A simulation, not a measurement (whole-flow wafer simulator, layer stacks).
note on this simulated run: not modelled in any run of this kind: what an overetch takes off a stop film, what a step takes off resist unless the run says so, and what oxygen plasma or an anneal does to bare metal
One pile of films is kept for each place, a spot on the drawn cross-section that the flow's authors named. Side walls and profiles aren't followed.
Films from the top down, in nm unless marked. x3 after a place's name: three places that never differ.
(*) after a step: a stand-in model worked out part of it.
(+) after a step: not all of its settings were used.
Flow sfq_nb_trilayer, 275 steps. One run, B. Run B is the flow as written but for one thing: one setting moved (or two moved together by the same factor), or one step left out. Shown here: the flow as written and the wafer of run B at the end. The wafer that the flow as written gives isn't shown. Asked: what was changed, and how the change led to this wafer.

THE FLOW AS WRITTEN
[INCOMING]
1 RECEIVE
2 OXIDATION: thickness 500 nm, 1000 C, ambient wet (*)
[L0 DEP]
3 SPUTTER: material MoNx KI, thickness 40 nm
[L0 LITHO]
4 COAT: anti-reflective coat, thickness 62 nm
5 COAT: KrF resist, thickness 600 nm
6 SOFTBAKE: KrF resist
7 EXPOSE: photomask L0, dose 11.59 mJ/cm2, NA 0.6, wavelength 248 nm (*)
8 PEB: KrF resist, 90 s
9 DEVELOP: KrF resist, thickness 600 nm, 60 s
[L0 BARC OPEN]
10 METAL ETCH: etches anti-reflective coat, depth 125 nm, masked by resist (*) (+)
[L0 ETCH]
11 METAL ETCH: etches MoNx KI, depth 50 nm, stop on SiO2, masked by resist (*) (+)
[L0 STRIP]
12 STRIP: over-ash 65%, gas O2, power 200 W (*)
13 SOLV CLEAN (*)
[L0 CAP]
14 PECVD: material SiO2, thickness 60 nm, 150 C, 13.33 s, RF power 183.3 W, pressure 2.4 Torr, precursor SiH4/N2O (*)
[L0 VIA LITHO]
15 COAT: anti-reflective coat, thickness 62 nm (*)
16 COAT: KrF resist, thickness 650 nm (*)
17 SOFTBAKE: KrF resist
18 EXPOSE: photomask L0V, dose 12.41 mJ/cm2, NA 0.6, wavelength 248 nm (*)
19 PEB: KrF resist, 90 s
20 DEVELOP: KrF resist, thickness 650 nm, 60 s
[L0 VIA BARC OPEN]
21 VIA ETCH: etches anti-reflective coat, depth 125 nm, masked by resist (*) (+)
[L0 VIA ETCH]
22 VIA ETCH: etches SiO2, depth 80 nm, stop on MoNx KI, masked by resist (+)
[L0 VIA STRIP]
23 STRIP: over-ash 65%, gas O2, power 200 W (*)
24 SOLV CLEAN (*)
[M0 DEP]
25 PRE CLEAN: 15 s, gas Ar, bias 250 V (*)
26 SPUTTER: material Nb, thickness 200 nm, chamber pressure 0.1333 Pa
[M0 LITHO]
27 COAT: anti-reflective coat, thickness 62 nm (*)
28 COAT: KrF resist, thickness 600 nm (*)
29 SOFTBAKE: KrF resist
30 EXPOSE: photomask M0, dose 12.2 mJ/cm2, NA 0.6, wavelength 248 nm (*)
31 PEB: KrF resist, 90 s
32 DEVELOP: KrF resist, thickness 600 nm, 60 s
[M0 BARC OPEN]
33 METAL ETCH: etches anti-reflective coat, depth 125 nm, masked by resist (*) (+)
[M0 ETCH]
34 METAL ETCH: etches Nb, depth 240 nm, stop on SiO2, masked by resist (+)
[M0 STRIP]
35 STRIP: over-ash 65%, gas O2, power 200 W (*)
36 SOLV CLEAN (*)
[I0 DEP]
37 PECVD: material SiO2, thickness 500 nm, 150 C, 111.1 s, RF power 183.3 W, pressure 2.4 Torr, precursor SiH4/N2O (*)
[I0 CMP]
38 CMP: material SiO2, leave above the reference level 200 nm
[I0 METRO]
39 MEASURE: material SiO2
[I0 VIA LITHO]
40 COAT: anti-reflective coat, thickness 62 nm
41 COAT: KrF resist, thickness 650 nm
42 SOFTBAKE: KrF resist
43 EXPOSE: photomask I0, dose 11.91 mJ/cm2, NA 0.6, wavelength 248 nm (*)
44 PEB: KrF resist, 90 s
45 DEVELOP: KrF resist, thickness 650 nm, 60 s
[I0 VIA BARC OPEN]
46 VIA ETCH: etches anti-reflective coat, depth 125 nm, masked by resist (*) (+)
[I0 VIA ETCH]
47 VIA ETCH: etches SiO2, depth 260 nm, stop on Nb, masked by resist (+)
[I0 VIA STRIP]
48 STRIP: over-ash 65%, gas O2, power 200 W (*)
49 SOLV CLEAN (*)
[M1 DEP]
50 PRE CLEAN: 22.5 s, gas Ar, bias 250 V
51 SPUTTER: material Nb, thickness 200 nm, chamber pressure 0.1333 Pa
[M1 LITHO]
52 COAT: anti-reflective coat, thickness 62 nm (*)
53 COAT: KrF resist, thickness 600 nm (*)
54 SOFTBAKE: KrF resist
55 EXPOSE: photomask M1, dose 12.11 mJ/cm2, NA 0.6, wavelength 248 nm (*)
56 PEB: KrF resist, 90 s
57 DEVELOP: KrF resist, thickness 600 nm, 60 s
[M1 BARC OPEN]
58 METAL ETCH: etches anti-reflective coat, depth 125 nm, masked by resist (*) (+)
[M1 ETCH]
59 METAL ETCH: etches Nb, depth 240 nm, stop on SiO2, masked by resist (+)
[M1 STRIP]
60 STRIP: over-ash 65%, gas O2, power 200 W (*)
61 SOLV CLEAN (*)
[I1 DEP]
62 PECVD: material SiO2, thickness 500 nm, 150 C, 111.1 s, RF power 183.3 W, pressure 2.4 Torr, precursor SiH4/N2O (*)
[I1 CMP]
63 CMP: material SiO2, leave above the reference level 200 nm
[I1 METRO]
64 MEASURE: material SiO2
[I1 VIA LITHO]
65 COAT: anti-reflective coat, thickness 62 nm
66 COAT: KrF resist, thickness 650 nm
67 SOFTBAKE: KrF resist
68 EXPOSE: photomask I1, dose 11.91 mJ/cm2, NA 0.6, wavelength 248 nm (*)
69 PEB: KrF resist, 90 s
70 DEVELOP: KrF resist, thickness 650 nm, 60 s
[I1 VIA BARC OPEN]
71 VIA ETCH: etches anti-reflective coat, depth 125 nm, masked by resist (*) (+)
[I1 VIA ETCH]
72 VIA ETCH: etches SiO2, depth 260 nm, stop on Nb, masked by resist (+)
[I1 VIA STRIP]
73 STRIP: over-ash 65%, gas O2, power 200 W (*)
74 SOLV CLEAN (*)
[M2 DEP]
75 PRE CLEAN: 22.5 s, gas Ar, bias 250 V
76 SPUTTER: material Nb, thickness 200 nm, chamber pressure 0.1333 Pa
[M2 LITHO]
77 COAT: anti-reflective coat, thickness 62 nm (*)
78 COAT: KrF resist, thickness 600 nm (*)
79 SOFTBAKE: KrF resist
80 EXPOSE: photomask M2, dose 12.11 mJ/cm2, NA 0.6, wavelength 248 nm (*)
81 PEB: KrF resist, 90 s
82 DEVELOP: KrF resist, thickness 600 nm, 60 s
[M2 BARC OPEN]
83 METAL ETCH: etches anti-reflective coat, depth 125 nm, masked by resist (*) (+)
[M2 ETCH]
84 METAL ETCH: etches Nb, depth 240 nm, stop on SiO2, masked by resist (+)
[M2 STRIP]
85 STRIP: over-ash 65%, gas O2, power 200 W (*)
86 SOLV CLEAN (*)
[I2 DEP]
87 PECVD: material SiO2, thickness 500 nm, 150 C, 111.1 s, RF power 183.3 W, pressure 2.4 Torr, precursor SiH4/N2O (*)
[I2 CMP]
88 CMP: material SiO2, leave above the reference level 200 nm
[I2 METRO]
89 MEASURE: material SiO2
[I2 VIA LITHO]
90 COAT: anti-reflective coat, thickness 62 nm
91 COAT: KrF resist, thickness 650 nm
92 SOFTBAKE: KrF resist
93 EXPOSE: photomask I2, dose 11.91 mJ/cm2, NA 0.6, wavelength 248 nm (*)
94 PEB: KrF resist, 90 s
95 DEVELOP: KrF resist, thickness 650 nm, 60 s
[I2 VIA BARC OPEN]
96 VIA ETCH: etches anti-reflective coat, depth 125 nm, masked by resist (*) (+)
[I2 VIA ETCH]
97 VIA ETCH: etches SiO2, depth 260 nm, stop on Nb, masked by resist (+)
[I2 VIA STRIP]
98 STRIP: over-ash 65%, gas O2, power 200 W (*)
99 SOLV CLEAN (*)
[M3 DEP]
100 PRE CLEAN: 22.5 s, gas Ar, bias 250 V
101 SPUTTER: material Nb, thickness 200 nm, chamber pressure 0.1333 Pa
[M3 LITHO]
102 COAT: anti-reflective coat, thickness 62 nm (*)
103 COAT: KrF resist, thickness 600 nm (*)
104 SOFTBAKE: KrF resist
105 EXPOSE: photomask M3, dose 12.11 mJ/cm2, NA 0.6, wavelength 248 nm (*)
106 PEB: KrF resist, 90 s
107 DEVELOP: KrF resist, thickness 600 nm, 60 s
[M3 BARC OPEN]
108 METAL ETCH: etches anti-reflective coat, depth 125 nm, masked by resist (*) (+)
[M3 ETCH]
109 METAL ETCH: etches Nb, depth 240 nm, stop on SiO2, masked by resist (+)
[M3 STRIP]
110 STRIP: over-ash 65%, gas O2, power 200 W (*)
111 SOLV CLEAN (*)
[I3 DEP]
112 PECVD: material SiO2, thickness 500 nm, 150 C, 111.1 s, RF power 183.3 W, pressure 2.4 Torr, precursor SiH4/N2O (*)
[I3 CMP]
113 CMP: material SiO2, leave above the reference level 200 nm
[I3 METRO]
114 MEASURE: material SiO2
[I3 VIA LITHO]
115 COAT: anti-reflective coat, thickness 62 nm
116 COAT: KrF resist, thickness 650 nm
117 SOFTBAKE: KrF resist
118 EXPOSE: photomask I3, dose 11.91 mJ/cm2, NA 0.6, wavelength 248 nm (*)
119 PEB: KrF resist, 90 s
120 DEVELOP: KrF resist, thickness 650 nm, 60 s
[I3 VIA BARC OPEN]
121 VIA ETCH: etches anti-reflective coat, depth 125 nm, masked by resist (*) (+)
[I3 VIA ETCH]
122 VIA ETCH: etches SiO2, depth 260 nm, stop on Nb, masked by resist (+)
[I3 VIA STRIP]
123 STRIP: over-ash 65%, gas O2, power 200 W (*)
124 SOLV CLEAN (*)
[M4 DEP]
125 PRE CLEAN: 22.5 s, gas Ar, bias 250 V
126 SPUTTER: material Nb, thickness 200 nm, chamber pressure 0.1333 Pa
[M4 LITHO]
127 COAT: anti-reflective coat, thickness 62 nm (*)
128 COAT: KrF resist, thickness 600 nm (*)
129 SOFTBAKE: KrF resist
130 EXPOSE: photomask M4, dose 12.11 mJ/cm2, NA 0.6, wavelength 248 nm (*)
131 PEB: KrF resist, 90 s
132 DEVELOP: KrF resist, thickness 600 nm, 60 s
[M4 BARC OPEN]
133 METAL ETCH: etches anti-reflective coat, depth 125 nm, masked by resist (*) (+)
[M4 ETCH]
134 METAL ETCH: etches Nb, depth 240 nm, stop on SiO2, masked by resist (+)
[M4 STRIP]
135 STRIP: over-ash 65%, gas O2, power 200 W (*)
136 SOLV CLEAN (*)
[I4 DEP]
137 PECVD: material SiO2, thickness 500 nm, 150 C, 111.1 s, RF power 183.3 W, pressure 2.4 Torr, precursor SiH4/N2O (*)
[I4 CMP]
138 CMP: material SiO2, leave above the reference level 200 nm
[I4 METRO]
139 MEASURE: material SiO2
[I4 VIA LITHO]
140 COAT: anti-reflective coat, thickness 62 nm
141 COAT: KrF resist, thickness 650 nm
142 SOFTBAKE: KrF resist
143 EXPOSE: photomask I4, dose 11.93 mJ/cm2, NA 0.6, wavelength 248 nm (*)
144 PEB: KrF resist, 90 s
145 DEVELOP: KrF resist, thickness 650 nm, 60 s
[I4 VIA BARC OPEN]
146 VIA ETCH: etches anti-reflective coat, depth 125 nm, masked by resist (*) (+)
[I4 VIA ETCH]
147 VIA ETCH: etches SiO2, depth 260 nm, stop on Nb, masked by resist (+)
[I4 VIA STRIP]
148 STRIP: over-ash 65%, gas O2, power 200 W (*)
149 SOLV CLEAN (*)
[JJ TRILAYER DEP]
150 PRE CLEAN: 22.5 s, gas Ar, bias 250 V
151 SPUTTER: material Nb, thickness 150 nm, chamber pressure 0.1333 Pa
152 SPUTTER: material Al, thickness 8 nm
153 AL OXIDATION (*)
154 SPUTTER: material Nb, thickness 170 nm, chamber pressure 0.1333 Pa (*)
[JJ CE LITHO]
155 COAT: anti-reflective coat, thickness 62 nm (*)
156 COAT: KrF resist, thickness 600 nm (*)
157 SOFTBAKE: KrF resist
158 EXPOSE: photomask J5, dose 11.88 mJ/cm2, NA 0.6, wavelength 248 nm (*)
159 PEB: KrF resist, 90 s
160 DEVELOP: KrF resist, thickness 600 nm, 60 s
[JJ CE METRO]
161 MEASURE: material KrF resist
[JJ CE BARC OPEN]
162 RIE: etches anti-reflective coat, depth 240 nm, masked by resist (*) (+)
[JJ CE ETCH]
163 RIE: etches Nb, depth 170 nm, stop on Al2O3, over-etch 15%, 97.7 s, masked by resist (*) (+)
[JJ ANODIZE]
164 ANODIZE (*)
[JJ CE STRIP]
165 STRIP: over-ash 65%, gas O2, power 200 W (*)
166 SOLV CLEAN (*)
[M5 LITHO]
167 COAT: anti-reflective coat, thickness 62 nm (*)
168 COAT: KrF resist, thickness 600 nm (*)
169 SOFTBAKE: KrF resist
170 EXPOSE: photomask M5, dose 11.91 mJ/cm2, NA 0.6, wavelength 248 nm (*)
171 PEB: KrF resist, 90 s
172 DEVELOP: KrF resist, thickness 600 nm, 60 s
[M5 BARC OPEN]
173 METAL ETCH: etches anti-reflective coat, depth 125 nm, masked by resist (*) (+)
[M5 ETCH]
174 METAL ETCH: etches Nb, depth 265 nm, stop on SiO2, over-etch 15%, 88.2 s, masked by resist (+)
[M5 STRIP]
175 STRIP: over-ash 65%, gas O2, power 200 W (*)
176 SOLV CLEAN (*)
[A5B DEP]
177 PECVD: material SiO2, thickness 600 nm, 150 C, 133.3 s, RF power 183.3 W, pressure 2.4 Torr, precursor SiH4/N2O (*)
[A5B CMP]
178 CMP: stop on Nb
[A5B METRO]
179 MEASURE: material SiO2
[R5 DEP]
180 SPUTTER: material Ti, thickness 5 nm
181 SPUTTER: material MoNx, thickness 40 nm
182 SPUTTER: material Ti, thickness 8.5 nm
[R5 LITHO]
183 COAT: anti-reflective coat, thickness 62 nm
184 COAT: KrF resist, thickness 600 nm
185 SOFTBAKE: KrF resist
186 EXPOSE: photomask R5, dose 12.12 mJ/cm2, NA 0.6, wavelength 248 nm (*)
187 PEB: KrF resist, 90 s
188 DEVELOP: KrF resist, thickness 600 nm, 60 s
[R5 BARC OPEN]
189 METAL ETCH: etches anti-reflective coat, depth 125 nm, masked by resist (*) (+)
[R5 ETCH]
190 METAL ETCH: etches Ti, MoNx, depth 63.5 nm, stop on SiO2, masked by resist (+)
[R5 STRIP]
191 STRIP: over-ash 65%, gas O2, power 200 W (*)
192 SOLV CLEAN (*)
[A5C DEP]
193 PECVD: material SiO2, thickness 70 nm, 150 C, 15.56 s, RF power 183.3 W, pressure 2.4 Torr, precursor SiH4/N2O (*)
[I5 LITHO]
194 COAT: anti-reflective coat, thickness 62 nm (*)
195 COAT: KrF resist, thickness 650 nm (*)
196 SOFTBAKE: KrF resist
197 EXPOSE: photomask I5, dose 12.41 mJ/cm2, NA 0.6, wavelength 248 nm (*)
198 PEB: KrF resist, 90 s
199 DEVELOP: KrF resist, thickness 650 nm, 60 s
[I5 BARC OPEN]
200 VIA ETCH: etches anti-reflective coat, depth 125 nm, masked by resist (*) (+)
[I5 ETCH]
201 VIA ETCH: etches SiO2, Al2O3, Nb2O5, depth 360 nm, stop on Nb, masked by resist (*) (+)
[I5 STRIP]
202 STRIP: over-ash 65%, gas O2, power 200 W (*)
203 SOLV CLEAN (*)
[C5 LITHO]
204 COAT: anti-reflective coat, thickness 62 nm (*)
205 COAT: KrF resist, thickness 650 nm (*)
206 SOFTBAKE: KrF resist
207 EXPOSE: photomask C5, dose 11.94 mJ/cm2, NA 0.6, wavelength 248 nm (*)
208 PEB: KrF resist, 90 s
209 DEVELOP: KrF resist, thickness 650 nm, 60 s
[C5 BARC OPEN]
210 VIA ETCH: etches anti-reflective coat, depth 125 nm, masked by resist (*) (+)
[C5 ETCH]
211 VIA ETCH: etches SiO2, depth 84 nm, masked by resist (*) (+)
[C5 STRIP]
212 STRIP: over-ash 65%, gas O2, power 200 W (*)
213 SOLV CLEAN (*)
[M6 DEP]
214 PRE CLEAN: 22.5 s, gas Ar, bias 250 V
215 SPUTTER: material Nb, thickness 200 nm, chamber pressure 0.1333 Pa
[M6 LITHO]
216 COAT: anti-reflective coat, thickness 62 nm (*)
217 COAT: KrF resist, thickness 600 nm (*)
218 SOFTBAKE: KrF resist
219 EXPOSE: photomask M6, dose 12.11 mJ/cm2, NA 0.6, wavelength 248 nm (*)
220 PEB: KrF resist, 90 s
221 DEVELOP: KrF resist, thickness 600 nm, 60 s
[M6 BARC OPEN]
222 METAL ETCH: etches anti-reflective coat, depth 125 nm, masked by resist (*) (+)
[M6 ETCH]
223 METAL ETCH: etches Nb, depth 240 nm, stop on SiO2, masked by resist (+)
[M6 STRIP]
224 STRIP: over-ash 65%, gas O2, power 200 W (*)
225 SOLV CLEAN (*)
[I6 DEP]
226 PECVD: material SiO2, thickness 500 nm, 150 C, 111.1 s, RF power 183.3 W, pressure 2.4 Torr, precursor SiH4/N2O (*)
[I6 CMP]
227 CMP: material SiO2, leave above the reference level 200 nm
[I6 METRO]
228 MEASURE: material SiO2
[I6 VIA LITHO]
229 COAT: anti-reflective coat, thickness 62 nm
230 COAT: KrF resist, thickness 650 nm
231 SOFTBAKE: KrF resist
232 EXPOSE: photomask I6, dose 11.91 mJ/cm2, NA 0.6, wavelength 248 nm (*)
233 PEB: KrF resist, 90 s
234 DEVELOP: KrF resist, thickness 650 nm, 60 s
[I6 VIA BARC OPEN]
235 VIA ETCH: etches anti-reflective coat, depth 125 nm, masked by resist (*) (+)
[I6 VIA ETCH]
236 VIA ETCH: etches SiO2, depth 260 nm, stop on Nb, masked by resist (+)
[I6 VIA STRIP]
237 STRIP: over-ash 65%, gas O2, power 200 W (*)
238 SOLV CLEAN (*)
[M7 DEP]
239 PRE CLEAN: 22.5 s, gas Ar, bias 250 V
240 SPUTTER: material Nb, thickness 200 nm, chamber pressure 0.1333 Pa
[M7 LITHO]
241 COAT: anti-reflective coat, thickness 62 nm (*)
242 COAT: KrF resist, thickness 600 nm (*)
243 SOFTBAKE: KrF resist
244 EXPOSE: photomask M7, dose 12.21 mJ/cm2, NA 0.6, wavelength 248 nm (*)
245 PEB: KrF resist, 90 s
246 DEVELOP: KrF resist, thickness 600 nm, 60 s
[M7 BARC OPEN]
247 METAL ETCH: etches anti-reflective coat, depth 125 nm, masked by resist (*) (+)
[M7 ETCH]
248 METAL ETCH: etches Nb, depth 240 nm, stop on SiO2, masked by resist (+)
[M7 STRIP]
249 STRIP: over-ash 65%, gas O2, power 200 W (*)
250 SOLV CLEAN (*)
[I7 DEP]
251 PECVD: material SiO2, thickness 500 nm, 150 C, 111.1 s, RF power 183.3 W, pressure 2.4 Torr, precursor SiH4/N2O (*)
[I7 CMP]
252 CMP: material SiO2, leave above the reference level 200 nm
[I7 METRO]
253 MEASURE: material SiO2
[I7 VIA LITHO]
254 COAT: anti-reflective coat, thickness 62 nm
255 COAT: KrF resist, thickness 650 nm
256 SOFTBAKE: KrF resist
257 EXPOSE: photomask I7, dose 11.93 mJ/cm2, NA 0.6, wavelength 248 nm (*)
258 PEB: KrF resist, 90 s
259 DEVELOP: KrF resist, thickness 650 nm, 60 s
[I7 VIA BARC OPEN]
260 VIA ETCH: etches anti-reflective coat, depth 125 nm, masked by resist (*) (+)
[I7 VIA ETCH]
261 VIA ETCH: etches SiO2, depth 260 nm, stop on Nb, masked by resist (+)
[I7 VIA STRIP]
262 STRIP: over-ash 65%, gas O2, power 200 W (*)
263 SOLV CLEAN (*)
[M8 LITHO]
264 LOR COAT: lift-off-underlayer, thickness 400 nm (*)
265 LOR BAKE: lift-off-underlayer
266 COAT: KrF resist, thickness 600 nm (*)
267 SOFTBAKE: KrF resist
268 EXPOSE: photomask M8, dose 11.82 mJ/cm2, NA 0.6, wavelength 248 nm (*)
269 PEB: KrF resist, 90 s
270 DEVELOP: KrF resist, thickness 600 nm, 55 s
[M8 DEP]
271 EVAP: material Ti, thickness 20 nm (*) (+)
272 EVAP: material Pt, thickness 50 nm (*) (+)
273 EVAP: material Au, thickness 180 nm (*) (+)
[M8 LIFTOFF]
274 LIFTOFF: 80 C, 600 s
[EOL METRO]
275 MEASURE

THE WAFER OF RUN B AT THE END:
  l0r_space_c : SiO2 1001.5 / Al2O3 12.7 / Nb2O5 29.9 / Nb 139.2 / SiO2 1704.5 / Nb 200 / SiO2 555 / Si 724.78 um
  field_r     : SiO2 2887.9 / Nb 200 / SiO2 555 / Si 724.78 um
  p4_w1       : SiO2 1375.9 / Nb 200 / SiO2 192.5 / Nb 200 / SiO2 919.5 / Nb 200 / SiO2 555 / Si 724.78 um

The cause: step 88, CMP: leave above the reference level 142 nm was run, where the flow has leave above the reference level 200 nm.

How the change led to this, step by step:
  88 CMP: material SiO2, leave above the reference level 200 nm
      field_l, be, be_sur and 81 more: SiO2 -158 (as written it would be: SiO2 -100)
      v_sur, via_wl, via_w and 18 more: SiO2 -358 (as written it would be: SiO2 -300)
      (and at 1 more place)
  97 VIA ETCH: etches SiO2, depth 260 nm, stop on Nb, masked by resist (+)
      field_l, v_sur, via_wl and 102 more: KrF resist -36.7 (as written it would be: KrF resist -44.8)
      via_w: SiO2 -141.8 (all of it) (as written it would be: SiO2 -199.8 (all of it))
  101 SPUTTER: material Nb, thickness 200 nm, chamber pressure 0.1333 Pa
      via_w: Nb +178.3 (as written it would be: Nb +165.5)
  102 COAT: anti-reflective coat, thickness 62 nm (*)
      via_wl: anti-reflective coat +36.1 (new film) (as written it would be: anti-reflective coat +34.2 (new film))
      via_w: anti-reflective coat +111 (new film) (as written it would be: anti-reflective coat +124.8 (new film))
      (and at 1 more place)
  103 COAT: KrF resist, thickness 600 nm (*)
      via_w: KrF resist +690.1 (new film) (as written it would be: KrF resist +737.9 (new film))
  110 STRIP: over-ash 65%, gas O2, power 200 W (*)
      via_wl: KrF resist -389.4 (all of it), anti-reflective coat -36.1 (all of it) (as written it would be: KrF resist -384.2 (all of it), anti-reflective coat -34.2 (all of it))
      via_w: KrF resist -472.3 (all of it), anti-reflective coat -111 (all of it) (as written it would be: KrF resist -520 (all of it), anti-reflective coat -124.8 (all of it))
      (and at 1 more place)
  112 PECVD: material SiO2, thickness 500 nm, 150 C, 111.1 s, RF power 183.3 W, pressure 2.4 Torr, precursor SiH4/N2O (*)
      via_w: SiO2 +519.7 (new film) (as written it would be: SiO2 +615 (new film))
  113 CMP: material SiO2, leave above the reference level 200 nm
      via_w: SiO2 -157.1 (as written it would be: SiO2 -181.6)
